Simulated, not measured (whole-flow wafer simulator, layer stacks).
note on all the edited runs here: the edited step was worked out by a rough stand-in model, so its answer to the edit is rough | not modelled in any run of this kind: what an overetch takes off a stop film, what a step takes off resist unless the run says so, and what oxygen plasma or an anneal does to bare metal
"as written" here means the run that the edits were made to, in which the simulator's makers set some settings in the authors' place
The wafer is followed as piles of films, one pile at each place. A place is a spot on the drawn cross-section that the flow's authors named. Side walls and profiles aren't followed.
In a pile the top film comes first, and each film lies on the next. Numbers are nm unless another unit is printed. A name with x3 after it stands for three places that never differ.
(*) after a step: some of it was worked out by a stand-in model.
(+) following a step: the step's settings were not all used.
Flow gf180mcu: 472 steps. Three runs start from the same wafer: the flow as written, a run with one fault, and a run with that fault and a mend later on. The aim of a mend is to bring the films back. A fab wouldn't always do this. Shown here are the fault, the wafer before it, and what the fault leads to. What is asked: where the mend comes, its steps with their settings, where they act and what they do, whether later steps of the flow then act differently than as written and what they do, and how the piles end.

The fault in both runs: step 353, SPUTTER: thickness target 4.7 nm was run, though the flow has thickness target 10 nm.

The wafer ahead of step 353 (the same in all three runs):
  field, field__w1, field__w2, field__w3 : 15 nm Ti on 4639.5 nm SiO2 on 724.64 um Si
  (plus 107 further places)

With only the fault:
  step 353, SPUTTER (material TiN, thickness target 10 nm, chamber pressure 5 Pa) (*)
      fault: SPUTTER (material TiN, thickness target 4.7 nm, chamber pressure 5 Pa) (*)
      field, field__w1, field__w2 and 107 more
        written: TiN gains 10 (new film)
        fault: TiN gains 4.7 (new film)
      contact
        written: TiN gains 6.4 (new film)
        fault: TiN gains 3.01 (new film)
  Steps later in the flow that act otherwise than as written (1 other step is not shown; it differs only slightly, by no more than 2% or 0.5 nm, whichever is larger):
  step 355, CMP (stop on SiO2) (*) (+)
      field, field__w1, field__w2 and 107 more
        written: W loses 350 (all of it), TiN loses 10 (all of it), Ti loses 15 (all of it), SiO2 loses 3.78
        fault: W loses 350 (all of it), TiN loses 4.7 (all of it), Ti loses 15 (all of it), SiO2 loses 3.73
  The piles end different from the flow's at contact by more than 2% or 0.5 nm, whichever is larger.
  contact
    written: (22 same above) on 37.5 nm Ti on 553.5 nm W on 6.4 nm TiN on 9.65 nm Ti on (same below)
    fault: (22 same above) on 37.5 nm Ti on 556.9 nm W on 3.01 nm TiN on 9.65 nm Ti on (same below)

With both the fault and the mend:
  After step 353 comes the mend.
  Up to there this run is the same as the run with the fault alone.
  step 353a, SPUTTER (material TiN, thickness target 5.3 nm, chamber pressure 5 Pa) (*) (a further turn of the flow's step 353, with different settings)
      field, field__w1, field__w2 and 107 more
        TiN gains 5.3
      contact
        TiN gains 3.39
  Later steps of the flow that are run all act as written at every place that is followed.
  At every place that both follow, the piles at the end match the flow's.
